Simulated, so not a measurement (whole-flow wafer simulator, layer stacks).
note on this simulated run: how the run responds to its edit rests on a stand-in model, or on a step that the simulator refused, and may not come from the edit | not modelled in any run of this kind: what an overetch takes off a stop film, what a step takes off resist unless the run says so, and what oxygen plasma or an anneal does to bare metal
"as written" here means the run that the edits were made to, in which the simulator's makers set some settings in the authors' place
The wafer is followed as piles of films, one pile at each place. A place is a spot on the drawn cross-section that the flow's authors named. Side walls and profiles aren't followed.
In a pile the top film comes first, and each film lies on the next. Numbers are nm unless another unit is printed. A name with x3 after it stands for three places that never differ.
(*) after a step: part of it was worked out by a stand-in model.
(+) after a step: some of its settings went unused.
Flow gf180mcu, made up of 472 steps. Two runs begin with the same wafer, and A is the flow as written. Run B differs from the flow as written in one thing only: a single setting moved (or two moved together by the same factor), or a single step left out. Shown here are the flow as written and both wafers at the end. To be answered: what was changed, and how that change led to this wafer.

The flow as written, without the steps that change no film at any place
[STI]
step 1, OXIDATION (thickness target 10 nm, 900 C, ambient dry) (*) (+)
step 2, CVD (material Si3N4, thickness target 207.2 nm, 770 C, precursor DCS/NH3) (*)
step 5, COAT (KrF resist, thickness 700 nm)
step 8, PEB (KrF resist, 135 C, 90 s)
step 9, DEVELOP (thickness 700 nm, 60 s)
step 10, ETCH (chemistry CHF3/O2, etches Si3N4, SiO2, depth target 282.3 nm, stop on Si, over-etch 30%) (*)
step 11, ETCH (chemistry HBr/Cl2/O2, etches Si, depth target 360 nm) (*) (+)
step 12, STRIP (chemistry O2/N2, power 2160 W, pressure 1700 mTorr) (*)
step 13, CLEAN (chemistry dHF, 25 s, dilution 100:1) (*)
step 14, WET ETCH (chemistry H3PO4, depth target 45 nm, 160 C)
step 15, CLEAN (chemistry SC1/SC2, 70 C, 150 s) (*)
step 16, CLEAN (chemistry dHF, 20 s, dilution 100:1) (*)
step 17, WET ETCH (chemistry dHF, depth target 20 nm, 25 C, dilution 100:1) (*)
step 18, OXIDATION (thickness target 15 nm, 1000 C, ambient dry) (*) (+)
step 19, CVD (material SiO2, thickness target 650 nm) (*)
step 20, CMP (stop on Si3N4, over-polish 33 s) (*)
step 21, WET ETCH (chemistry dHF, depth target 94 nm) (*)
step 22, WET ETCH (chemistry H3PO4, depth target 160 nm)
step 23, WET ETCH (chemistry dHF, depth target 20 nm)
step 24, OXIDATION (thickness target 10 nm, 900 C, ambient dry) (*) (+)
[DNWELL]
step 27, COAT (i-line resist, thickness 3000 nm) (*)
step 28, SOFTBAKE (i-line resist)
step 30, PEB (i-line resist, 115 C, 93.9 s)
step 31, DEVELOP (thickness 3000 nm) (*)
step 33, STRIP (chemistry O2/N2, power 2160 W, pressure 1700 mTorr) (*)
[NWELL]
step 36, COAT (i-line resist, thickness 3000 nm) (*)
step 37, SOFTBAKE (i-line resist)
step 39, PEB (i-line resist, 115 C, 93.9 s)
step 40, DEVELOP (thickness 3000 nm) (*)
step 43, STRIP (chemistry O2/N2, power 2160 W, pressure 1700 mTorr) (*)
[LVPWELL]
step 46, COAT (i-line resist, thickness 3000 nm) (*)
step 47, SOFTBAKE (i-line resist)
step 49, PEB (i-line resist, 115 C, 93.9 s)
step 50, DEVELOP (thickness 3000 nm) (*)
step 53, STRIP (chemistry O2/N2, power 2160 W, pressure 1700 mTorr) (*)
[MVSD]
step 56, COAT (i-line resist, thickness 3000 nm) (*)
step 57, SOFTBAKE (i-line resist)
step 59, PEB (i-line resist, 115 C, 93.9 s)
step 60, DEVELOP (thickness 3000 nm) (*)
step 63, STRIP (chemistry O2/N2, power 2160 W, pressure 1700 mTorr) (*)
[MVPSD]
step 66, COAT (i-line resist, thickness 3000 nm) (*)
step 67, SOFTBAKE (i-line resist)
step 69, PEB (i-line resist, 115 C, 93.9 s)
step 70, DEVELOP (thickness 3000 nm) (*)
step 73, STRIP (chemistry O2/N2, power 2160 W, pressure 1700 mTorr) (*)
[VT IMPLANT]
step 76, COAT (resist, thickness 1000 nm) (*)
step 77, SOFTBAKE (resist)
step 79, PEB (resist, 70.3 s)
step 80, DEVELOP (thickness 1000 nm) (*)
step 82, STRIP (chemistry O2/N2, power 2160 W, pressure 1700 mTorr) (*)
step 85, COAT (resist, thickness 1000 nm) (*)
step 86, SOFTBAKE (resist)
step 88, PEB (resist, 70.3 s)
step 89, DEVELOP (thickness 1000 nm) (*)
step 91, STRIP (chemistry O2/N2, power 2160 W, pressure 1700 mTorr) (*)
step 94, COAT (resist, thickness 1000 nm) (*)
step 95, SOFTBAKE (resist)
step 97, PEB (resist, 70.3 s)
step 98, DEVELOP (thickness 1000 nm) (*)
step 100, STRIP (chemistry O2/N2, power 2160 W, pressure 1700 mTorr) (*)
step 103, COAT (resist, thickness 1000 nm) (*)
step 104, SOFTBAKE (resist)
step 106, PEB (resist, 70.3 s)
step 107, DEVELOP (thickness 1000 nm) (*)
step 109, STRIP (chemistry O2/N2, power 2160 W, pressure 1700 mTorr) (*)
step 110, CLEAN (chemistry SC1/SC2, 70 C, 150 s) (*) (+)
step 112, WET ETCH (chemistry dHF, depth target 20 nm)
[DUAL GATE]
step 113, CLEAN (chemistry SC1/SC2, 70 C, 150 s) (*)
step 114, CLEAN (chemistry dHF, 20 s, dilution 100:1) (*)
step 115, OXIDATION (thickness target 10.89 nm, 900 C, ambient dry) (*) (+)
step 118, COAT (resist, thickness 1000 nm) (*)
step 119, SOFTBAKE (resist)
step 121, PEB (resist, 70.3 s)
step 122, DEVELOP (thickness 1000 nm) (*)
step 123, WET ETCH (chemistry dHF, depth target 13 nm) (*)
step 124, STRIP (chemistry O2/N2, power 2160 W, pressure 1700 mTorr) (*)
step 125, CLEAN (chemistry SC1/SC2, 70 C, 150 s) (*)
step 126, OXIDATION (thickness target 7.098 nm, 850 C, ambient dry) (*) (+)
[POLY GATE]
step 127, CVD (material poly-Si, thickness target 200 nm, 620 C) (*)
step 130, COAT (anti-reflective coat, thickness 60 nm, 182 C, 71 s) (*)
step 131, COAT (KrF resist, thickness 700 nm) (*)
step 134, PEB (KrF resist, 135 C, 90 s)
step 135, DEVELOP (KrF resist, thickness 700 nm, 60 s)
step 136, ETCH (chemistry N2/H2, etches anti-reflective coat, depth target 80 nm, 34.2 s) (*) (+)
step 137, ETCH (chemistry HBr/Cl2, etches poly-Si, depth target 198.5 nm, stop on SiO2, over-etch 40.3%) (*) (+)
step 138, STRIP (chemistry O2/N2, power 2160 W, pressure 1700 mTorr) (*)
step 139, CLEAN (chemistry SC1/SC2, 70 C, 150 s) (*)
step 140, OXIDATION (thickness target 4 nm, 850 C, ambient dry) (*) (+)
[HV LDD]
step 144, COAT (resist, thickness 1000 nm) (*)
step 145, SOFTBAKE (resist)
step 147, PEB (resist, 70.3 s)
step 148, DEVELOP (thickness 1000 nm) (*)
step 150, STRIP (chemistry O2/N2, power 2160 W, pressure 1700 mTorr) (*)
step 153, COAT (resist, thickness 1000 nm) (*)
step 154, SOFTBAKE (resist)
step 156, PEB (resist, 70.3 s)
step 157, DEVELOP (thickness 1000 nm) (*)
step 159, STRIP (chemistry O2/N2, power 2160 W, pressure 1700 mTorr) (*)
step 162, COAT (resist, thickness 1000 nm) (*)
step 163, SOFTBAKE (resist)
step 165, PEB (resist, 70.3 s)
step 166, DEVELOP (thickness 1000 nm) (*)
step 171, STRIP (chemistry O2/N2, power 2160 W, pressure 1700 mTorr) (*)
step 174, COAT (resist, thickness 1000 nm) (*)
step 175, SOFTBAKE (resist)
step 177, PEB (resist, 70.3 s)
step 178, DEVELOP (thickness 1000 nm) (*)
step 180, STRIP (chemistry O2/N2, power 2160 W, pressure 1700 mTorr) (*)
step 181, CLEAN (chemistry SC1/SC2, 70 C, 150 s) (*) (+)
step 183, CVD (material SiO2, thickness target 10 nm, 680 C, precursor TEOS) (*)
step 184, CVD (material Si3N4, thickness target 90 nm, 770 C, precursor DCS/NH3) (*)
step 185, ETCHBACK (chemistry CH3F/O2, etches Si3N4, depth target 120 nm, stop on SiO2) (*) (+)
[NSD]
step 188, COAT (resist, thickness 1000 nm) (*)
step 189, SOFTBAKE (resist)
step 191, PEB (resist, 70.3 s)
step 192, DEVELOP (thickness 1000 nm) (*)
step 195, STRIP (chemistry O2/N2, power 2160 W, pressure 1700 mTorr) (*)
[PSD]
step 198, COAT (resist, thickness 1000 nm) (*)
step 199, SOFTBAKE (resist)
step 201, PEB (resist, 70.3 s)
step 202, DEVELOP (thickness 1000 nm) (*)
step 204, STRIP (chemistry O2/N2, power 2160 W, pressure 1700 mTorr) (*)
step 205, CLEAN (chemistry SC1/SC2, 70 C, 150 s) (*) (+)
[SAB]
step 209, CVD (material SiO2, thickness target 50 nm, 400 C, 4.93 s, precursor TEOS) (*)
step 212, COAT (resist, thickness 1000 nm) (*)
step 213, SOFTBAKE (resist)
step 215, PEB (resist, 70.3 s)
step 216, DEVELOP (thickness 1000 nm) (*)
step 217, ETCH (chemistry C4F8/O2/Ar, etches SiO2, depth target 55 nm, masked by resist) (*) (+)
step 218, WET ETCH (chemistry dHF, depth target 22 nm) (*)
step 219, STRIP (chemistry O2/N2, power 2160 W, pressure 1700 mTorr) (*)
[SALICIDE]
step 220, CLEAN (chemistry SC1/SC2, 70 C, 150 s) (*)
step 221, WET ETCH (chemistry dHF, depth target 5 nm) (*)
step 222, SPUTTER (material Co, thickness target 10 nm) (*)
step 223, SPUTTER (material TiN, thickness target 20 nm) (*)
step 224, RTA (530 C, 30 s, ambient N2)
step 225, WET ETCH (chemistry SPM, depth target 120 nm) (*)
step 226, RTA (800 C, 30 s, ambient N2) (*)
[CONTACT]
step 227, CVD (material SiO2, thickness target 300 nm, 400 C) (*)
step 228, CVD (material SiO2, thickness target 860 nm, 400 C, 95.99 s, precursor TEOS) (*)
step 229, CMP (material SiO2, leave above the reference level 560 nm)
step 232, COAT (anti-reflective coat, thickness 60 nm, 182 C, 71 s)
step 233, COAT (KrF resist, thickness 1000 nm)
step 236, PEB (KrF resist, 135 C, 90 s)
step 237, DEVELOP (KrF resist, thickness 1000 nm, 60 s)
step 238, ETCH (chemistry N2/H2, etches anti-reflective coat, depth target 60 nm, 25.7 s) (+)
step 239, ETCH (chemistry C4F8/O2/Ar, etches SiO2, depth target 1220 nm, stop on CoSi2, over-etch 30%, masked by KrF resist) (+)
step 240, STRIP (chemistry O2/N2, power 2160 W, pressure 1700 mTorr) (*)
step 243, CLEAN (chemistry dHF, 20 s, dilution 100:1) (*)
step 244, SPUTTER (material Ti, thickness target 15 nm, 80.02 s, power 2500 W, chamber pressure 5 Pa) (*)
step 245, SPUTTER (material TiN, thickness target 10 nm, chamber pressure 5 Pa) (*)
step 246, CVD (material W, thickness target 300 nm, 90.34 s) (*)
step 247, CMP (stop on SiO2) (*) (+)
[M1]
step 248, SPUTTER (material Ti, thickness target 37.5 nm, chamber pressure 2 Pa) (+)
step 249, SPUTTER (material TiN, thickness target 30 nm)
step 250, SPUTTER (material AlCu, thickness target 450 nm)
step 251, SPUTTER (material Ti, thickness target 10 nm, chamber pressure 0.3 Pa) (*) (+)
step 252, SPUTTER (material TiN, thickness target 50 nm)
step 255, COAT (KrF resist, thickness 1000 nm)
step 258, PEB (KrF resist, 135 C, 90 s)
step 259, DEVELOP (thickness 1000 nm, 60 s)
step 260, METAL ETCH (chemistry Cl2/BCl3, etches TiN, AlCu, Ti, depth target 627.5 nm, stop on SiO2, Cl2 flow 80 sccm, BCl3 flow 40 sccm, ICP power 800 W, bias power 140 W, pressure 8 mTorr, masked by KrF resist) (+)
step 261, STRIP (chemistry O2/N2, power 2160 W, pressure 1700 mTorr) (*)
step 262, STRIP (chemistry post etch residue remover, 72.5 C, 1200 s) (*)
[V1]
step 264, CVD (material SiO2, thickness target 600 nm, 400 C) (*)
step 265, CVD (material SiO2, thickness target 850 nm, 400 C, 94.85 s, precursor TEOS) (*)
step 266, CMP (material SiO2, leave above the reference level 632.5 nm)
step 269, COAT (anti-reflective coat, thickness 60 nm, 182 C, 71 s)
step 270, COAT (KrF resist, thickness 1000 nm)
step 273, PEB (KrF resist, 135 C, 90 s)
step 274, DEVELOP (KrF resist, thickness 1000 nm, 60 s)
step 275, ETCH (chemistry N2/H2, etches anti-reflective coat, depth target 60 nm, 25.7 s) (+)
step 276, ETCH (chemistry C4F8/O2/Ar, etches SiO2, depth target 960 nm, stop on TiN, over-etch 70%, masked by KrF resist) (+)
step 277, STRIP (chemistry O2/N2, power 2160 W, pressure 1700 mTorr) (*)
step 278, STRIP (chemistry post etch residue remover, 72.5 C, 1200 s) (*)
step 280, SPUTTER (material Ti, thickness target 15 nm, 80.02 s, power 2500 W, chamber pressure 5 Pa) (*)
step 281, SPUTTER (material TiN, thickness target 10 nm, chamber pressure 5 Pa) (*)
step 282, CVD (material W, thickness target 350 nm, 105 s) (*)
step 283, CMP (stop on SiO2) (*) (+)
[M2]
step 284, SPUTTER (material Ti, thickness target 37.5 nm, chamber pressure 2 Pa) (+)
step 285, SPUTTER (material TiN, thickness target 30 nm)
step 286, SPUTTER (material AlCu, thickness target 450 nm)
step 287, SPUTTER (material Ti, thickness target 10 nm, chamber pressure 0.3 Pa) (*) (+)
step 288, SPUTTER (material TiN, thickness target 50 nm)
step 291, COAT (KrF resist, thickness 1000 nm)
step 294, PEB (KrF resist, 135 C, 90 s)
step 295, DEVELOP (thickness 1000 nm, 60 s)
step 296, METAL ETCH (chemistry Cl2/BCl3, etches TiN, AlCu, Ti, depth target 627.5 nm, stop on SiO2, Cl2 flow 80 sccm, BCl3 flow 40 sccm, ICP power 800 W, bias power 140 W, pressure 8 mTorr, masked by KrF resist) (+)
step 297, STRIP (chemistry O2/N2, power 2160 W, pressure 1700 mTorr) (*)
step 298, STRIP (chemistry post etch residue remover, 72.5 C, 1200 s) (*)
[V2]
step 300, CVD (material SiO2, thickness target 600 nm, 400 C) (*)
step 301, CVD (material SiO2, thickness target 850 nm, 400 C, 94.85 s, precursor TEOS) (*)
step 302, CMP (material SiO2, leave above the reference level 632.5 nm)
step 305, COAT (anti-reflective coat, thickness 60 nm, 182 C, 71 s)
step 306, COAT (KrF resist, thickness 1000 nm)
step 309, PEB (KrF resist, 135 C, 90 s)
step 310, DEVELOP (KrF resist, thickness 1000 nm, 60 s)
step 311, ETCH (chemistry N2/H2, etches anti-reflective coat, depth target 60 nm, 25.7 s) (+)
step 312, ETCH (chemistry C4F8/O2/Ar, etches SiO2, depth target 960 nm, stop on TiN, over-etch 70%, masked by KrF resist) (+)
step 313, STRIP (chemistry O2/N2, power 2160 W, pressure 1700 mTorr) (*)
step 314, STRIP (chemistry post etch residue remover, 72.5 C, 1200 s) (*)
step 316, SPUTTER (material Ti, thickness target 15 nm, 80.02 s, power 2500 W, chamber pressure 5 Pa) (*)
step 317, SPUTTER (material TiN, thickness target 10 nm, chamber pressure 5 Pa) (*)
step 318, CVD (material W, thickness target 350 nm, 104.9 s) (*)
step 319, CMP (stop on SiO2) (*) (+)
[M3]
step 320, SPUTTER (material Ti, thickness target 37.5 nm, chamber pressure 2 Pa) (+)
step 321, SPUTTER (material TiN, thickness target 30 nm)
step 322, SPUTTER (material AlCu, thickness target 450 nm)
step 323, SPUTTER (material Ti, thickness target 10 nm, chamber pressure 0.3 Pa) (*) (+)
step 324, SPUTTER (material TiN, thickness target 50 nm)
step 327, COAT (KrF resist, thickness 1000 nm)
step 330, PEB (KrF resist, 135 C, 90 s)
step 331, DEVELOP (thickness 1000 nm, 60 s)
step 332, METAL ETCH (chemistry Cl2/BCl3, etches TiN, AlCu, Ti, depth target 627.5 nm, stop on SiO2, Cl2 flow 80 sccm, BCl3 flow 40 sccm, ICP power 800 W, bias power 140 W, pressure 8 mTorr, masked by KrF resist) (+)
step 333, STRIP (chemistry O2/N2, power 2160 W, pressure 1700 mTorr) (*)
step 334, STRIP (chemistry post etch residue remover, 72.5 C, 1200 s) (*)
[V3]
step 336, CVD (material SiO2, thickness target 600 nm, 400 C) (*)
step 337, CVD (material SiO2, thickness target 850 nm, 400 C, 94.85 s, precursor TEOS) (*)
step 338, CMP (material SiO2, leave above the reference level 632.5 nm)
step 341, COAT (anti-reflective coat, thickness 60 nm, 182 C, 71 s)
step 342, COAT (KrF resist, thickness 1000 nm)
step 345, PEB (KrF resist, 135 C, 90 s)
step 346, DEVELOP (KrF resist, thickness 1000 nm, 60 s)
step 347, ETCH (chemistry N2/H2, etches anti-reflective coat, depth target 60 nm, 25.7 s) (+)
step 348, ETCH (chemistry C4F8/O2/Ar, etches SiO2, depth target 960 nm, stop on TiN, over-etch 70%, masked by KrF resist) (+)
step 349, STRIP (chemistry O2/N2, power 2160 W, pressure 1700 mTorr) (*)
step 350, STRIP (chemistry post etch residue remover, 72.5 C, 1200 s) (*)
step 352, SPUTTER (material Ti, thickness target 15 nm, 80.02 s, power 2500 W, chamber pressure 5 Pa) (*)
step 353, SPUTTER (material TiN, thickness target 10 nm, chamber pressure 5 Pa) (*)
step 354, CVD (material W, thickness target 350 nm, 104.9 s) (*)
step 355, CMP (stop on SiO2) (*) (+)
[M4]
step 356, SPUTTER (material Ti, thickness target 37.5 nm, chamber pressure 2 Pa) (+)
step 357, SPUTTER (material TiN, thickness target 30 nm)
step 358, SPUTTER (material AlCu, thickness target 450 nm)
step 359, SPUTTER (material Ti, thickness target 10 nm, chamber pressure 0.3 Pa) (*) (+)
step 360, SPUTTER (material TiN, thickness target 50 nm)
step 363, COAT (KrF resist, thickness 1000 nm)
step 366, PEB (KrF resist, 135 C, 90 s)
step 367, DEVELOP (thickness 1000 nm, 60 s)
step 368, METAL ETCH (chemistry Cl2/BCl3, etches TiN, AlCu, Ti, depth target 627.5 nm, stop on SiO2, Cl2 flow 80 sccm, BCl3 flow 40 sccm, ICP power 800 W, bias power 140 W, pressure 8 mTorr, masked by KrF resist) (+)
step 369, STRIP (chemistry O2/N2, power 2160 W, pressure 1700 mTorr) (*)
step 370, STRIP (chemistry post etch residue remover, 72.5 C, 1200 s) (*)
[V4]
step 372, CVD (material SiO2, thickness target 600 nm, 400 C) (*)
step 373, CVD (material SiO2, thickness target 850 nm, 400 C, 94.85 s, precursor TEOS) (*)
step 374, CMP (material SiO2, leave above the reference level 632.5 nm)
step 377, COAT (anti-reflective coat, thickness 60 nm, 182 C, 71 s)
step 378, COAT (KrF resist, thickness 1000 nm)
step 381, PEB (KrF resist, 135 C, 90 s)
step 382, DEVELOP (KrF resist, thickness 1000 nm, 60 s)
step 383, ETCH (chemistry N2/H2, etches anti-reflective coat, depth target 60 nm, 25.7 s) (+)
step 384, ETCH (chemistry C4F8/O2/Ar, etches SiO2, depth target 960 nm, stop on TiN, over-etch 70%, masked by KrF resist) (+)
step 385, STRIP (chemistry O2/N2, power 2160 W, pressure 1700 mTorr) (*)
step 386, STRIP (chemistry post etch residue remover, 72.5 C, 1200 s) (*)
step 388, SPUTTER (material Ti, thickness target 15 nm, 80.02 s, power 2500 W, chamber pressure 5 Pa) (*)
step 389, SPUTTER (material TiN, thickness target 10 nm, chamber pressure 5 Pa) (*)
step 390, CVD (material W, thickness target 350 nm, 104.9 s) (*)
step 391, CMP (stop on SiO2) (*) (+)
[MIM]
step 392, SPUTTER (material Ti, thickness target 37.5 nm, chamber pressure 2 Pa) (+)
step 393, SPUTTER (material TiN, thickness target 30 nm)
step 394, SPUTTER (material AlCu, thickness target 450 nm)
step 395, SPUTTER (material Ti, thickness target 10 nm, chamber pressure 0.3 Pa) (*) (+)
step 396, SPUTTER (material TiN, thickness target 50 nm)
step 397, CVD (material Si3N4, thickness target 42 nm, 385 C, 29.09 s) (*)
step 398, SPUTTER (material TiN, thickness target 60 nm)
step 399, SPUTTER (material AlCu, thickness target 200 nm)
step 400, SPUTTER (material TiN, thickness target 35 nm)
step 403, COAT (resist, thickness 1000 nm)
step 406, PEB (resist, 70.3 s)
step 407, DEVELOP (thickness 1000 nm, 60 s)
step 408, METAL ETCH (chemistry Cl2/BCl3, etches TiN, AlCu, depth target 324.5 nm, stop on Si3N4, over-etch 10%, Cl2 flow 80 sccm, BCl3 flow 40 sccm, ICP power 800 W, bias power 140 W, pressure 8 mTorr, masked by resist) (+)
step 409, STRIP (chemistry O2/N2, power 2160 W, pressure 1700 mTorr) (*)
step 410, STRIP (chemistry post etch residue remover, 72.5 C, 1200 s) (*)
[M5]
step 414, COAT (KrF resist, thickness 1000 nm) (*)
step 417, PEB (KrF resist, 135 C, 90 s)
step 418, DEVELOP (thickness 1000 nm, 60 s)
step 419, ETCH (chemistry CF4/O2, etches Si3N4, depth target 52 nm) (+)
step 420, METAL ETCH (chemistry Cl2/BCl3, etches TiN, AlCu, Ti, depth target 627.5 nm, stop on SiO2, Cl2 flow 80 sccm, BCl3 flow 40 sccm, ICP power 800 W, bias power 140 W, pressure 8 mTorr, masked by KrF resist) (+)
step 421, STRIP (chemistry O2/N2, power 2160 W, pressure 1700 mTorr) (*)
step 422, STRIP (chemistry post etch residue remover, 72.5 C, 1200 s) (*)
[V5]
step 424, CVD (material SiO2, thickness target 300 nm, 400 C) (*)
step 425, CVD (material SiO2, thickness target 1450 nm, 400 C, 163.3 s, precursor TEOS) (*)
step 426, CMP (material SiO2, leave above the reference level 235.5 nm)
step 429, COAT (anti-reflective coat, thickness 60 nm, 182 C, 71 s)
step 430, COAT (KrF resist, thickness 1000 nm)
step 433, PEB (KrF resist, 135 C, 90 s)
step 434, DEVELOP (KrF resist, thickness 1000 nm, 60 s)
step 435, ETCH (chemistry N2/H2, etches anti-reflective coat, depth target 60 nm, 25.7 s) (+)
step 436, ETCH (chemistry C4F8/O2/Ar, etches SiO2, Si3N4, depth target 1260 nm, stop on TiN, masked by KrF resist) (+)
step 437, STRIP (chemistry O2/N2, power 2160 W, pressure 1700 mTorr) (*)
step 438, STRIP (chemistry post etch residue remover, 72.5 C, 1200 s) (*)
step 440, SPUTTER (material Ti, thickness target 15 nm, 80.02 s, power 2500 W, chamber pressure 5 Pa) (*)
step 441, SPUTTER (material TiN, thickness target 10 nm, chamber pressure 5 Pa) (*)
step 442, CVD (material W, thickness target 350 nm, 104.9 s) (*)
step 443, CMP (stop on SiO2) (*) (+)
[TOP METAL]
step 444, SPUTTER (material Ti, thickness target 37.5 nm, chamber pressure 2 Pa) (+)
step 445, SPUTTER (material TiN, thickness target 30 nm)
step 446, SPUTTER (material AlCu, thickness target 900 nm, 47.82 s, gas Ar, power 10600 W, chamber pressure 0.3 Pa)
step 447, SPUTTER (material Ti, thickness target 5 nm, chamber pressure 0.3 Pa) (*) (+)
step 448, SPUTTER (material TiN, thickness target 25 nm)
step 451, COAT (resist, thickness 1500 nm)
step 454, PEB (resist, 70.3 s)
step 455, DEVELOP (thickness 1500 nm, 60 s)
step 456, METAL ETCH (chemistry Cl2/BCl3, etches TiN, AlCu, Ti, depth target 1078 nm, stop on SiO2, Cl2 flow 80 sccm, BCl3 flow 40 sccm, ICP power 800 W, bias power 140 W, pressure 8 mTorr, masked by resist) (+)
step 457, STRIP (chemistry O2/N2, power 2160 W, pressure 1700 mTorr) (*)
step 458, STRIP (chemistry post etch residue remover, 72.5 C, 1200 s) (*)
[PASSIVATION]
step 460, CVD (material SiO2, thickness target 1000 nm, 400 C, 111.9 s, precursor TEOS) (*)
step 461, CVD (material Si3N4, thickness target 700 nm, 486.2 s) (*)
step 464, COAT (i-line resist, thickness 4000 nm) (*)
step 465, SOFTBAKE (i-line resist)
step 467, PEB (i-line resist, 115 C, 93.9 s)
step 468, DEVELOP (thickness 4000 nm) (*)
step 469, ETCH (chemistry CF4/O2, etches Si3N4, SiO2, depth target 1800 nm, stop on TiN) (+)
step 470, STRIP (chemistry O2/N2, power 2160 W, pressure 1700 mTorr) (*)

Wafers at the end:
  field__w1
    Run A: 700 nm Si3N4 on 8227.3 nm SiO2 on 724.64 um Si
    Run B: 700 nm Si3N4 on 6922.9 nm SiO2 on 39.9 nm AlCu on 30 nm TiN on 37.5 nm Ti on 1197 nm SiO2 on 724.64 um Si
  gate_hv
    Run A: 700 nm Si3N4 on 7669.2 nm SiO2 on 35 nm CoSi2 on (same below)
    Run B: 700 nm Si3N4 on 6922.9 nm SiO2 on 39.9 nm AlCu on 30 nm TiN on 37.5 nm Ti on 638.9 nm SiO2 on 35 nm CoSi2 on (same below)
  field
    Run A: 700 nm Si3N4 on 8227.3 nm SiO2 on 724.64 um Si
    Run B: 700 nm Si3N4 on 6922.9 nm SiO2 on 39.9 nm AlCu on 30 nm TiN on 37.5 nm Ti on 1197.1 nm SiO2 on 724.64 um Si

Cause: step 260, METAL ETCH: depth target 464.4 nm was run, though the flow has depth target 627.5 nm.

The path from the change to this, step by step:
  step 260, METAL ETCH (chemistry Cl2/BCl3, etches TiN, AlCu, Ti, depth target 627.5 nm, stop on SiO2, Cl2 flow 80 sccm, BCl3 flow 40 sccm, ICP power 800 W, bias power 140 W, pressure 8 mTorr, masked by KrF resist) (+)
      field, field__w1, field__w2 and 99 more: A -50 TiN (all of it), -10 Ti (all of it), -450 AlCu (all of it), -30 TiN (all of it), -37.5 Ti (all of it) | B -50 TiN (all of it), -10 Ti (all of it), -404.4 AlCu
      field__w8, contact, m1 and 6 more: A -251 KrF resist | B -185.8 KrF resist
  step 261, STRIP (chemistry O2/N2, power 2160 W, pressure 1700 mTorr) (*)
      field__w8, contact, m1 and 6 more: A -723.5 KrF resist (all of it) | B -788.8 KrF resist (all of it)
  step 262, STRIP (chemistry post etch residue remover, 72.5 C, 1200 s) (*)
      field, field__w1, field__w2 and 99 more: A nothing | B -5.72 AlCu
  step 264, CVD (material SiO2, thickness target 600 nm, 400 C) (*)
      field, field__w1, field__w2 and 99 more: A +600 SiO2 | B +600 SiO2 (new film)
  step 266, CMP (material SiO2, leave above the reference level 632.5 nm)
      field, field__w1, field__w2 and 99 more: A -300 SiO2 | B -407.4 SiO2
If metal films that touch count as one body, field__w1 has 1 body; the flow as written gives 0 bodies.
If metal films that touch count as one body, gate_hv has 2 bodies (between them, from the top down: SiO2 638.9); the flow as written gives 1 body.
If metal films that touch count as one body, field has 1 body; the flow as written gives 0 bodies.
